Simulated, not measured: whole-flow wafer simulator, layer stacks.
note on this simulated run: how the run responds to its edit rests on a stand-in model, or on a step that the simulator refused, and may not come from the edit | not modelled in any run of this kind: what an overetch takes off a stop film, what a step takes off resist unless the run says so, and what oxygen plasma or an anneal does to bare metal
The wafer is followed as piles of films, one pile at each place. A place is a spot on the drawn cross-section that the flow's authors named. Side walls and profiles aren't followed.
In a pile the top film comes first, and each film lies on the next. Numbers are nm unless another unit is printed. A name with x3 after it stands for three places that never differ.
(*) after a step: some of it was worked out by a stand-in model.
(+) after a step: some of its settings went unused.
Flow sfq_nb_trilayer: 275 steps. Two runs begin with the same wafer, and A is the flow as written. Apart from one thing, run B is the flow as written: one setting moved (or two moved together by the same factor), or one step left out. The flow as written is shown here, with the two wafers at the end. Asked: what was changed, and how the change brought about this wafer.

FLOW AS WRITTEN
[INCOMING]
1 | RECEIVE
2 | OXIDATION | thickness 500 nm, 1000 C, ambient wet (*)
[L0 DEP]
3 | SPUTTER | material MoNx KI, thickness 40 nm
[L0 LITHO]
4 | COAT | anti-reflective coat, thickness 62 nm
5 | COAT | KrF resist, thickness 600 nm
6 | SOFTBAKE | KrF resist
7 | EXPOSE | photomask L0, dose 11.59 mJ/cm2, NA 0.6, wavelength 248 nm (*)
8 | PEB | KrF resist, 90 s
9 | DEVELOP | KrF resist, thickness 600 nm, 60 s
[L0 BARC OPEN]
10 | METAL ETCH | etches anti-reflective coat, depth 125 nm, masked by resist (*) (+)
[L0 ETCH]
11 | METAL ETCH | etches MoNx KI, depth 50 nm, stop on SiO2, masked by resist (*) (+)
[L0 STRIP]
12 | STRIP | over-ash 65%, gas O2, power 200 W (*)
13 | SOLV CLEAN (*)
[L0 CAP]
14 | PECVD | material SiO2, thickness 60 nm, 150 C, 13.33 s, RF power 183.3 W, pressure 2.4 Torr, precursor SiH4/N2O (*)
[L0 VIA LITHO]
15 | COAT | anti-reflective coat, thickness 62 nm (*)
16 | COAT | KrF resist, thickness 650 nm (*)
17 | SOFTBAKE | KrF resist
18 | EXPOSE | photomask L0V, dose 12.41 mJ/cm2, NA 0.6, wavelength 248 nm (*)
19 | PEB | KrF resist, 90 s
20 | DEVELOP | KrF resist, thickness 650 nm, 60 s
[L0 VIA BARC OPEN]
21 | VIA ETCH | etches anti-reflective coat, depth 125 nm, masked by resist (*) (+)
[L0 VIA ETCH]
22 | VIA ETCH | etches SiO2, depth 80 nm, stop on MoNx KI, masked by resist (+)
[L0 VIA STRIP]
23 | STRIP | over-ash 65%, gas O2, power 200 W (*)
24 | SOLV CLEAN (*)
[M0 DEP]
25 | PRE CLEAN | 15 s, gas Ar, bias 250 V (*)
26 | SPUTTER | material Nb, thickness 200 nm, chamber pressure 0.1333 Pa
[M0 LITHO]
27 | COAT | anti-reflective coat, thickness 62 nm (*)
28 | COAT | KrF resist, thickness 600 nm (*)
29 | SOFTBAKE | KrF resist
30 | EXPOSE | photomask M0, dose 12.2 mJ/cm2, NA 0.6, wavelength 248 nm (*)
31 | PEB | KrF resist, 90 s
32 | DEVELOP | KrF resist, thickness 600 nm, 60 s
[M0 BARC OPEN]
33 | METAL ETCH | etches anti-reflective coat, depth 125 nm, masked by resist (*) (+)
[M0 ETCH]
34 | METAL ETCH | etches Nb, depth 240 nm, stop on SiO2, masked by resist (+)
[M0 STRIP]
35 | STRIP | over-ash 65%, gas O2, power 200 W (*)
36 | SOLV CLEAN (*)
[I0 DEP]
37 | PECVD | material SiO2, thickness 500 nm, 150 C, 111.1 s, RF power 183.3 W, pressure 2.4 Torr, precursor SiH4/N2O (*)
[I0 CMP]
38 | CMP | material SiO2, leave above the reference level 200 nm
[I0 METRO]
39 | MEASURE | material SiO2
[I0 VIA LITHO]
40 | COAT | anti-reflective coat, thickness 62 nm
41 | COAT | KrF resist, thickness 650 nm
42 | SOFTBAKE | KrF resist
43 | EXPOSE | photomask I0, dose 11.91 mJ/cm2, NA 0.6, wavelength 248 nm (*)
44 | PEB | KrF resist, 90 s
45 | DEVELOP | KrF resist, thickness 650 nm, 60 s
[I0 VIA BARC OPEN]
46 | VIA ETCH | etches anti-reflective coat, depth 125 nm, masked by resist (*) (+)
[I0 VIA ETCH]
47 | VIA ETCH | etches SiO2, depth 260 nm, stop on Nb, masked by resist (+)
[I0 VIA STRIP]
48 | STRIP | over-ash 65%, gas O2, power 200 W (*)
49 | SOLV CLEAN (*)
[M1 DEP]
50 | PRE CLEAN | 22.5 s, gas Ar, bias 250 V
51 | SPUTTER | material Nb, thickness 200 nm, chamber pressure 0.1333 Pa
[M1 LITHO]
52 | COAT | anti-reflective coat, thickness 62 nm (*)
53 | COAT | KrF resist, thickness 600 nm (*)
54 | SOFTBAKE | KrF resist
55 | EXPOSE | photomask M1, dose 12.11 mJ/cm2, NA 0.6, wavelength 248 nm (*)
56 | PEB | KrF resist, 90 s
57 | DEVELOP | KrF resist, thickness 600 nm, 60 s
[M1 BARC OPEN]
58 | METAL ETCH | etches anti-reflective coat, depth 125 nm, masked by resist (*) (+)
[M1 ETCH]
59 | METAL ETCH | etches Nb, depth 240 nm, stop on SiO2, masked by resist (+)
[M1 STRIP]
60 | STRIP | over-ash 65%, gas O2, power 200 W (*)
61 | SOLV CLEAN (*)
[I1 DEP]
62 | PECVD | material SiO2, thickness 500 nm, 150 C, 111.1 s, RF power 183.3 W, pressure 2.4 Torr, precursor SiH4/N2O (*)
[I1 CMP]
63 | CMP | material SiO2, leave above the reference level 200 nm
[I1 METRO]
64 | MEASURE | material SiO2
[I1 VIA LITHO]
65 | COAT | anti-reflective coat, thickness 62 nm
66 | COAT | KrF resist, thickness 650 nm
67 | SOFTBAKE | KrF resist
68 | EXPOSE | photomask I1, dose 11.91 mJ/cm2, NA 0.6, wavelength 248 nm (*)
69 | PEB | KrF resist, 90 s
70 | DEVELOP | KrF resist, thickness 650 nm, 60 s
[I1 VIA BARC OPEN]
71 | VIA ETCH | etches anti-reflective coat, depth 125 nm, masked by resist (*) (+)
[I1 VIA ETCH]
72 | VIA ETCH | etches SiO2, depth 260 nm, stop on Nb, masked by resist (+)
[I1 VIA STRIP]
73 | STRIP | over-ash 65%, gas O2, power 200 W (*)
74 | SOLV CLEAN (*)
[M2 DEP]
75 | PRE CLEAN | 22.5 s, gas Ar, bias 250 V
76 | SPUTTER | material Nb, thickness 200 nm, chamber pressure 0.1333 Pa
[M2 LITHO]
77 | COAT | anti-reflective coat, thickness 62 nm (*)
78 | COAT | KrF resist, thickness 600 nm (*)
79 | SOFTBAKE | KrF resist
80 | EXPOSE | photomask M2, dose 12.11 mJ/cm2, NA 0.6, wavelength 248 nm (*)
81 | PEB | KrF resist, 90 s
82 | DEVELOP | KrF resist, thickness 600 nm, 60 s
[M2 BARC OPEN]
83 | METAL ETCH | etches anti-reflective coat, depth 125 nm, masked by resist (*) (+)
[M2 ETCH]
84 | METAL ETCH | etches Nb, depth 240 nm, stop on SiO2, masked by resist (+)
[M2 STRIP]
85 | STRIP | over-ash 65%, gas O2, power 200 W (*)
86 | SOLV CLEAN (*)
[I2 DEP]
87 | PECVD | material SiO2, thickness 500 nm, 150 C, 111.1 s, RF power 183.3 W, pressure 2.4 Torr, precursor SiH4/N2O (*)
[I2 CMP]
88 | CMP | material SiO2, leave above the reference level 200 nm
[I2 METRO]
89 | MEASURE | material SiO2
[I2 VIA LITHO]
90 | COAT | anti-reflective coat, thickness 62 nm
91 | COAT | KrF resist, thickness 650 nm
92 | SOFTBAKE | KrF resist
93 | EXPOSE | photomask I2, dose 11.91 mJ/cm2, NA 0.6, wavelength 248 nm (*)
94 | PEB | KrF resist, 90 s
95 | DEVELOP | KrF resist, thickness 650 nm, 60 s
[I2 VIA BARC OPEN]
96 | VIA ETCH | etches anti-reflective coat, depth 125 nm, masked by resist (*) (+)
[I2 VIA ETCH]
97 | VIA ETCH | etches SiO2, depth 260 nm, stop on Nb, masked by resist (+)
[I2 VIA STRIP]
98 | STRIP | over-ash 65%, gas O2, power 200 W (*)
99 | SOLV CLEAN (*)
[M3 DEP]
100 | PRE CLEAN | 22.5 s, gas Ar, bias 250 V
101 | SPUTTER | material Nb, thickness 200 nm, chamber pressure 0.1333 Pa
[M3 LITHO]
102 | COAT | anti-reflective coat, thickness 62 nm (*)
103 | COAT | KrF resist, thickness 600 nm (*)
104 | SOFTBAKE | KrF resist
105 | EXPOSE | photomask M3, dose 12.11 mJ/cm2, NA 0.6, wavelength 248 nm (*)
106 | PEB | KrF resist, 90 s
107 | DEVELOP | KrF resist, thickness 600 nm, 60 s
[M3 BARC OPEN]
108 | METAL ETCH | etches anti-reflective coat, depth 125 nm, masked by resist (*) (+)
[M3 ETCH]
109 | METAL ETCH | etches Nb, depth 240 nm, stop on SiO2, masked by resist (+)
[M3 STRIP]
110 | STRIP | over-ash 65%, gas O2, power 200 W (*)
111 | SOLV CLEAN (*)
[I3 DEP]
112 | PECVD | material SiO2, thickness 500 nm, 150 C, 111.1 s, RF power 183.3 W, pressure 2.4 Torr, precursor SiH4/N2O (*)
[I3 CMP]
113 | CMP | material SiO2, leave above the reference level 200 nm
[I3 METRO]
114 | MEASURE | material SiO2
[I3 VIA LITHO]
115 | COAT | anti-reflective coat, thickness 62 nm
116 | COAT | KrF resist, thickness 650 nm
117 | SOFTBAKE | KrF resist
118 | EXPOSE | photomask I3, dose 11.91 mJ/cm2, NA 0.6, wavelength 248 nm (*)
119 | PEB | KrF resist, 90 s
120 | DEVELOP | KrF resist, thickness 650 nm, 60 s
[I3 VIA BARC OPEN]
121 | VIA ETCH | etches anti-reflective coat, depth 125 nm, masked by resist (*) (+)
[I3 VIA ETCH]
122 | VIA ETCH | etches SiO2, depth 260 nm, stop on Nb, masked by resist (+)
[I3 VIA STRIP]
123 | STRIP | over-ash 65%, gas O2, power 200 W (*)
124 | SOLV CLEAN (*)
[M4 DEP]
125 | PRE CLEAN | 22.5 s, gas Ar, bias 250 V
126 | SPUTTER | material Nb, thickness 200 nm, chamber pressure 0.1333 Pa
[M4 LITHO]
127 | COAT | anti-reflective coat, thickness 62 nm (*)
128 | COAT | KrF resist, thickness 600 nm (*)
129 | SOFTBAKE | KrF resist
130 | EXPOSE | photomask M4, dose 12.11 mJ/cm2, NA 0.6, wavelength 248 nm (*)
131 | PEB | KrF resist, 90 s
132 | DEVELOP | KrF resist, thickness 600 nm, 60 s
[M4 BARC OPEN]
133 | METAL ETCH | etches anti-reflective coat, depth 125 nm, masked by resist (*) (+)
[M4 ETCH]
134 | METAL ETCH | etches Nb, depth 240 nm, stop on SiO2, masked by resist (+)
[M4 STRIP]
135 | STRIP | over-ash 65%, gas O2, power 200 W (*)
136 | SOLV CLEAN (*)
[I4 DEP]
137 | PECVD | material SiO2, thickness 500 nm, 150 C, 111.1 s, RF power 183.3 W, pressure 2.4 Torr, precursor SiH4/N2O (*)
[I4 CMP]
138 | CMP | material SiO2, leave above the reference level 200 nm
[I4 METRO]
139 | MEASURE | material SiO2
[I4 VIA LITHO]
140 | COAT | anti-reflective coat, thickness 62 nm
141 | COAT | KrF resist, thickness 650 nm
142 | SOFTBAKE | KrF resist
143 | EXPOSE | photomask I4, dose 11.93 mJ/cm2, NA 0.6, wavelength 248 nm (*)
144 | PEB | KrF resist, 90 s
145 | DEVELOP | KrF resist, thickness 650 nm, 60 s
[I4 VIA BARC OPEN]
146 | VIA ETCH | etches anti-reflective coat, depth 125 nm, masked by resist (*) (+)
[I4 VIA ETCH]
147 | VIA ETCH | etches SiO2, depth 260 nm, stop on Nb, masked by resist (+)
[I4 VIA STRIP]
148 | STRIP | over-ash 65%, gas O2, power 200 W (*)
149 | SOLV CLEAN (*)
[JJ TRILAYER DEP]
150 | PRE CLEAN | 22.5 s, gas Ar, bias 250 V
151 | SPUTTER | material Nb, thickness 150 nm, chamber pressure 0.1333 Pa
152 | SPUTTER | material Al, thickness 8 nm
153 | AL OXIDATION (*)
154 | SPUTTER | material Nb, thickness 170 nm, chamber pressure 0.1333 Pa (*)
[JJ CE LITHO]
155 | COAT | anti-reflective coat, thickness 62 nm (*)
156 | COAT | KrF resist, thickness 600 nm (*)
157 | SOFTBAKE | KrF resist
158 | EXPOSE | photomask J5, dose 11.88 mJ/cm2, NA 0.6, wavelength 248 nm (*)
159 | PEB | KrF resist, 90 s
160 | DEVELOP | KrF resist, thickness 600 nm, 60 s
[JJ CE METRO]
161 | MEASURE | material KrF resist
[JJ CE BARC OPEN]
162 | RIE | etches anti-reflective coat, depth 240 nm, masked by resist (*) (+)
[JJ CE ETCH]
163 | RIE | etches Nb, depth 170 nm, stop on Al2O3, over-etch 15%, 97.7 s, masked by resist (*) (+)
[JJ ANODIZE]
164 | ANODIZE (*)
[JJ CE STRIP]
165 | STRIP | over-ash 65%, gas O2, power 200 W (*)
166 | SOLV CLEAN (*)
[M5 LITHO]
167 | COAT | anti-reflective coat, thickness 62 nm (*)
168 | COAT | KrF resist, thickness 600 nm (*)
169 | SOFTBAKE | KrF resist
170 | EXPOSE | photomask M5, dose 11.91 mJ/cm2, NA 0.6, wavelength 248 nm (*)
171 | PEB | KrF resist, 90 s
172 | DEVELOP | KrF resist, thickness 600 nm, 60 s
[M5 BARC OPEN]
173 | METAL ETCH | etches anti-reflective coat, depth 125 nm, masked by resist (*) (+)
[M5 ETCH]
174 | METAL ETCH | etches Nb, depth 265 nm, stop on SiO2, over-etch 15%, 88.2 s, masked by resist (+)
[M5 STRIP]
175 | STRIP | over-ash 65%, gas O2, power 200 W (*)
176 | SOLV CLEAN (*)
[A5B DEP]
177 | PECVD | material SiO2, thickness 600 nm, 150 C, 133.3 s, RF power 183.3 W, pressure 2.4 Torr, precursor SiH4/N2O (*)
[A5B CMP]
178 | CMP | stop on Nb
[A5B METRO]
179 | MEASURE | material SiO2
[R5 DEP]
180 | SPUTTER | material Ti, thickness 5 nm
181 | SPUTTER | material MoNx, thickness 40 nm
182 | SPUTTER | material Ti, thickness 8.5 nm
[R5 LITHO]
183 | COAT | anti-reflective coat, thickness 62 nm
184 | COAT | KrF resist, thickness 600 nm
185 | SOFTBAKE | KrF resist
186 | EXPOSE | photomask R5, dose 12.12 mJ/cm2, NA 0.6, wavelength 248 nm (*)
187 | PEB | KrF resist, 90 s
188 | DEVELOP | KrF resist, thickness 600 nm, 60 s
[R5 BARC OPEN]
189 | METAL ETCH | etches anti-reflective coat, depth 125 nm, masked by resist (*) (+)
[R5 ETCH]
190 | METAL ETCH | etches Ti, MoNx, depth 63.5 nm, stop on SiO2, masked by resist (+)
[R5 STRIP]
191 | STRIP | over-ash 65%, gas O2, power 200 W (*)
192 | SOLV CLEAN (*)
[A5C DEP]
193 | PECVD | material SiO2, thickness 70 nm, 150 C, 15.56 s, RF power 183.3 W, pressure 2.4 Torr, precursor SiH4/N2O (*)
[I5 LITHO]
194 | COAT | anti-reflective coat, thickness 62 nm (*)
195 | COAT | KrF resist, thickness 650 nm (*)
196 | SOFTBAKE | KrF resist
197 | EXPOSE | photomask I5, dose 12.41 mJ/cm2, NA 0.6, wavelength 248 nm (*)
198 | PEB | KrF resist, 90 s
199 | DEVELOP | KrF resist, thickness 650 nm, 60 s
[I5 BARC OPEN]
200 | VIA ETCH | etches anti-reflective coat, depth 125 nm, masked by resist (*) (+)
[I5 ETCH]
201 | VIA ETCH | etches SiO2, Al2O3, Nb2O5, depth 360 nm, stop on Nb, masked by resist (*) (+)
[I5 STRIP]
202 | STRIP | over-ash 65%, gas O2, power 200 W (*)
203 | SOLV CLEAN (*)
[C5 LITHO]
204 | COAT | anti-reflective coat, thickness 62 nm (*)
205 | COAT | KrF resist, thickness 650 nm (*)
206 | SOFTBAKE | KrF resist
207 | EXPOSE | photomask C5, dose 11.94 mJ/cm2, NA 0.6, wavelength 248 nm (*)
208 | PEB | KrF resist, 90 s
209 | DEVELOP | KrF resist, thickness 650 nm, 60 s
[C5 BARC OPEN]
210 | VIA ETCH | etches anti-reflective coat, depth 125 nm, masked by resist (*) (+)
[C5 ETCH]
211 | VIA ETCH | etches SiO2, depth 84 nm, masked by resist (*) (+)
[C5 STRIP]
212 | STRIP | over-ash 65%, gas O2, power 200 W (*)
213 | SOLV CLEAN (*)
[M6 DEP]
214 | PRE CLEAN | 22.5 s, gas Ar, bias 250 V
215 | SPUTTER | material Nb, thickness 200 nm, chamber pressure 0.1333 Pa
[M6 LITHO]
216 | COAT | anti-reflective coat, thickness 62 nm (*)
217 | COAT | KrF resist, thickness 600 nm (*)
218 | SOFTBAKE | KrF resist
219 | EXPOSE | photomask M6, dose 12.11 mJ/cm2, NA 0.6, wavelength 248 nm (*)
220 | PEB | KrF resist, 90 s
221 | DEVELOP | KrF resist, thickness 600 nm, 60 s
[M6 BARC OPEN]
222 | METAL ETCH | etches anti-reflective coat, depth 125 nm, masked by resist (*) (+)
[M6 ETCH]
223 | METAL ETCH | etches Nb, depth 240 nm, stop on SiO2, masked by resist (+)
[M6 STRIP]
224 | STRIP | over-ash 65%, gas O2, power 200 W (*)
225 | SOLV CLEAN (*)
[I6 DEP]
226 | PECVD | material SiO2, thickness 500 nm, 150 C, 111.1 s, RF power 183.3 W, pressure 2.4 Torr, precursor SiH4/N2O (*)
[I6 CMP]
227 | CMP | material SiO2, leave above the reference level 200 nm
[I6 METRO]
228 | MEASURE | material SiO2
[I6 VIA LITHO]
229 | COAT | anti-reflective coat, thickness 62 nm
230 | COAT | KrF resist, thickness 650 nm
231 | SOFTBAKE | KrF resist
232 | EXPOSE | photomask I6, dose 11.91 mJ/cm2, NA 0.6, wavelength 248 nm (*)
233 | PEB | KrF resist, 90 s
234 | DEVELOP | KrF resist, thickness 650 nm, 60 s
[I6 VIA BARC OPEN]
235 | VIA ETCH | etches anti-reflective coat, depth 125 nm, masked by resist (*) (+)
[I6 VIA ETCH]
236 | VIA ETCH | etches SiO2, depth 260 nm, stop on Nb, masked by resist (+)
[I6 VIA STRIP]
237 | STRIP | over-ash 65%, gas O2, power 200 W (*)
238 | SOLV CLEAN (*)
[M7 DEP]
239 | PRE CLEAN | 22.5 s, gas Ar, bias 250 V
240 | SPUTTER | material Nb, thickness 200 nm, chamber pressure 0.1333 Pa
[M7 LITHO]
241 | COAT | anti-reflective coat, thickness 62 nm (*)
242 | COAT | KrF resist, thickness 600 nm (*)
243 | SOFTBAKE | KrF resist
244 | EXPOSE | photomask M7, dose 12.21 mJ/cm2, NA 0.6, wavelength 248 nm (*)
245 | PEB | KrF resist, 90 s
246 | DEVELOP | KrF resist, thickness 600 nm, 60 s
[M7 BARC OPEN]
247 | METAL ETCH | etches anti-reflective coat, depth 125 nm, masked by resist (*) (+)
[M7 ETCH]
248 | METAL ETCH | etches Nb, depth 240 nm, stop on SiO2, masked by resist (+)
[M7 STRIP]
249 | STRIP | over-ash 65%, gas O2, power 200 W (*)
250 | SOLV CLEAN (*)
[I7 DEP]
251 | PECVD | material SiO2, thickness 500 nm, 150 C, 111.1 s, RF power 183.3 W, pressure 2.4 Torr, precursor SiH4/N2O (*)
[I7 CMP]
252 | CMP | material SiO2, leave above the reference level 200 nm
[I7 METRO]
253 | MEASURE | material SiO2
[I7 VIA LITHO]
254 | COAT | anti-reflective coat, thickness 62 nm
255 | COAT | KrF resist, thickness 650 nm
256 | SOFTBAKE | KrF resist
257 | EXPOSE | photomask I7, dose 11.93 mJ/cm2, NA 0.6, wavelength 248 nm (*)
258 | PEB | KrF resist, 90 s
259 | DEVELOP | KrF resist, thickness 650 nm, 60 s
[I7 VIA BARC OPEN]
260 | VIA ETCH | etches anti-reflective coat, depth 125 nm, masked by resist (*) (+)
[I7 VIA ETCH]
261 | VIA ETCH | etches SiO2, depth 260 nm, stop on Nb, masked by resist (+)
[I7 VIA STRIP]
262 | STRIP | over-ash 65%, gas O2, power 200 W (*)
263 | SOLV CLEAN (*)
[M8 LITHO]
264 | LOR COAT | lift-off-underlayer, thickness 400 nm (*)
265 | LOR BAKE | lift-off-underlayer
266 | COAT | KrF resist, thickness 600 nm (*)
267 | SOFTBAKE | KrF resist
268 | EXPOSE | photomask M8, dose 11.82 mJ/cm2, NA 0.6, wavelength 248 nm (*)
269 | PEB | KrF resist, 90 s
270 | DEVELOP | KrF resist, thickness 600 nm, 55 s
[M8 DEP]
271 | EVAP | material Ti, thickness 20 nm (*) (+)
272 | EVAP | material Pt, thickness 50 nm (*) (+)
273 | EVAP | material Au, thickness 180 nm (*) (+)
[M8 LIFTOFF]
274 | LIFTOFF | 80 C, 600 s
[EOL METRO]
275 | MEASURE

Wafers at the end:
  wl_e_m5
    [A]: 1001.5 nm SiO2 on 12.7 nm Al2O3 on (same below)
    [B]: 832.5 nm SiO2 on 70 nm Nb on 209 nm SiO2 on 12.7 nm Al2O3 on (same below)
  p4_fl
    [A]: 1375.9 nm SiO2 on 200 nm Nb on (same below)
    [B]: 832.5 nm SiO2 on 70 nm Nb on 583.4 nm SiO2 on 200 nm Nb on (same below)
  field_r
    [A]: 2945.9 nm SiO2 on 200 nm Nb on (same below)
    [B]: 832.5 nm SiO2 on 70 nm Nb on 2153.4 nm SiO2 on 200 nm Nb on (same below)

The reason: step 215, SPUTTER: thickness 310 nm was run, whereas the flow has thickness 200 nm.

Step by step, how the change led to this:
  215 | SPUTTER | material Nb, thickness 200 nm, chamber pressure 0.1333 Pa
      field_l, v_sur, via_wl and 100 more: A +200 Nb (new film) | B +310 Nb (new film)
      be: A +147.3 Nb | B +226.5 Nb
      (also at 2 further places)
  216 | COAT | anti-reflective coat, thickness 62 nm (*)
      be: A +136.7 anti-reflective coat (new film) | B +148.4 anti-reflective coat (new film)
      be_sur: A +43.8 anti-reflective coat (new film) | B +44.8 anti-reflective coat (new film)
      (also at 2 further places)
  217 | COAT | KrF resist, thickness 600 nm (*)
      be: A +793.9 KrF resist (new film) | B +810.4 KrF resist (new film)
  223 | METAL ETCH | etches Nb, depth 240 nm, stop on SiO2, masked by resist (+)
      field_l, gap, moat and 76 more: A -200 Nb (all of it) | B -240 Nb
  224 | STRIP | over-ash 65%, gas O2, power 200 W (*)
      be: A -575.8 KrF resist (all of it), -136.7 anti-reflective coat (all of it) | B -592.2 KrF resist (all of it), -148.4 anti-reflective coat (all of it)
      be_sur: A -371.2 KrF resist (all of it), -43.8 anti-reflective coat (all of it) | B -368.7 KrF resist (all of it), -44.8 anti-reflective coat (all of it)
      (also at 2 further places)
  226 | PECVD | material SiO2, thickness 500 nm, 150 C, 111.1 s, RF power 183.3 W, pressure 2.4 Torr, precursor SiH4/N2O (*)
      field_l, p4_fl, p4_fm and 62 more: A +500 SiO2 | B +500 SiO2 (new film)
      moat, field_r, lsp_l, ln_m5, lsp_m: A +493.6 SiO2 | B +492.3 SiO2 (new film)
      (also at 10 further places)
  227 | CMP | material SiO2, leave above the reference level 200 nm
      field_l, p4_fl, p4_fm and 59 more: A -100 SiO2 | B -60 SiO2
      moat, field_r, lsp_l, ln_m5, lsp_m: A -93.6 SiO2 | B -52.3 SiO2
      (also at 9 further places)
If metal films that touch count as one body, wl_e_m5 has 7 bodies (between them, from the top down: SiO2 209 / Al2O3 12.7 / Nb2O5 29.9; SiO2 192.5; SiO2 192.5; SiO2 192.5; SiO2 192.5; SiO2 192.5); the flow as written gives 6 bodies (between them, from the top down: SiO2 192.5; SiO2 192.5; SiO2 192.5; SiO2 192.5; SiO2 192.5).
If metal films that touch count as one body, p4_fl has 3 bodies (between them, from the top down: SiO2 583.4; SiO2 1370); the flow as written gives 2 bodies (between them, from the top down: SiO2 1370).
If metal films that touch count as one body, field_r has 2 bodies (between them, from the top down: SiO2 2153.4); the flow as written gives 1 body.
